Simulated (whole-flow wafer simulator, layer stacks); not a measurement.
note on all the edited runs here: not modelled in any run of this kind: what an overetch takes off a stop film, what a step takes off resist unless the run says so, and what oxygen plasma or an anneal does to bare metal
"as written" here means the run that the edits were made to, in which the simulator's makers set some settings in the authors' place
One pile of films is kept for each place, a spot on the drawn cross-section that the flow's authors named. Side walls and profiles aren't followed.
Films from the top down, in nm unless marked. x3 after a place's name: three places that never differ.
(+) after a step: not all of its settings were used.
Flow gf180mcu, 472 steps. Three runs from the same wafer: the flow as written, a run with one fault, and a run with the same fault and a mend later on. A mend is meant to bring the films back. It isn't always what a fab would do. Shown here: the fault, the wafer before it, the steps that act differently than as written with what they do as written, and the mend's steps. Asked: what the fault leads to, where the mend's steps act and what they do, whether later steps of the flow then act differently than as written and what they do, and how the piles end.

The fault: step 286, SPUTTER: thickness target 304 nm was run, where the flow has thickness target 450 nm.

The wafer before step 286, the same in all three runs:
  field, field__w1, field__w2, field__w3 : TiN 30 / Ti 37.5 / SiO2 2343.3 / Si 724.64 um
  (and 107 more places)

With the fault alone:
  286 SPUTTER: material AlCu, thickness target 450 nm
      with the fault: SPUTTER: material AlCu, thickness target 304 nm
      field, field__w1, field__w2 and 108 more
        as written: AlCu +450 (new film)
        with the fault: AlCu +304 (new film)
  Later steps of the flow that act differently than as written:
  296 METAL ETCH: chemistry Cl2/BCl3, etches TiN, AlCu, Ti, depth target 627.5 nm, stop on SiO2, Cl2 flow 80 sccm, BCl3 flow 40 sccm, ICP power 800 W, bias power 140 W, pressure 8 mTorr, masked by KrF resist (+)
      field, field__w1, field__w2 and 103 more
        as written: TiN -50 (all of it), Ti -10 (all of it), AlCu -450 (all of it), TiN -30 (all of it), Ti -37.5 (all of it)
        with the fault: TiN -50 (all of it), Ti -10 (all of it), AlCu -304 (all of it), TiN -30 (all of it), Ti -37.5 (all of it)
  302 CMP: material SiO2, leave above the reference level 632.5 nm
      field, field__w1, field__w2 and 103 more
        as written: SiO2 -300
        with the fault: SiO2 -446
  At the end the piles differ from the flow's by more than 2% or 0.5 nm, whichever is larger, at field__w4, field__w8, contact and 10 more.
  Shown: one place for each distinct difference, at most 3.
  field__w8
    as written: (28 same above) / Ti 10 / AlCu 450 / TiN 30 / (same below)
    with the fault: (28 same above) / Ti 10 / AlCu 304 / TiN 30 / (same below)
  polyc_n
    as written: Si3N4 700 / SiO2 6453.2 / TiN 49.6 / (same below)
    with the fault: Si3N4 700 / SiO2 6307.2 / TiN 49.6 / (same below)
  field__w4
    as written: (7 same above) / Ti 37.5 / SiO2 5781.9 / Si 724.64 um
    with the fault: (7 same above) / Ti 37.5 / SiO2 5635.9 / Si 724.64 um

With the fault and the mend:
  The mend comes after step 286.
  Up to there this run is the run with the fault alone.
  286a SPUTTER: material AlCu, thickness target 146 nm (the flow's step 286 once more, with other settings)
      field, field__w1, field__w2 and 108 more
        AlCu +146
  No later step of the flow acts differently than as written at any place that is followed.
  At the end the piles are the same as the flow's at every place that both follow.
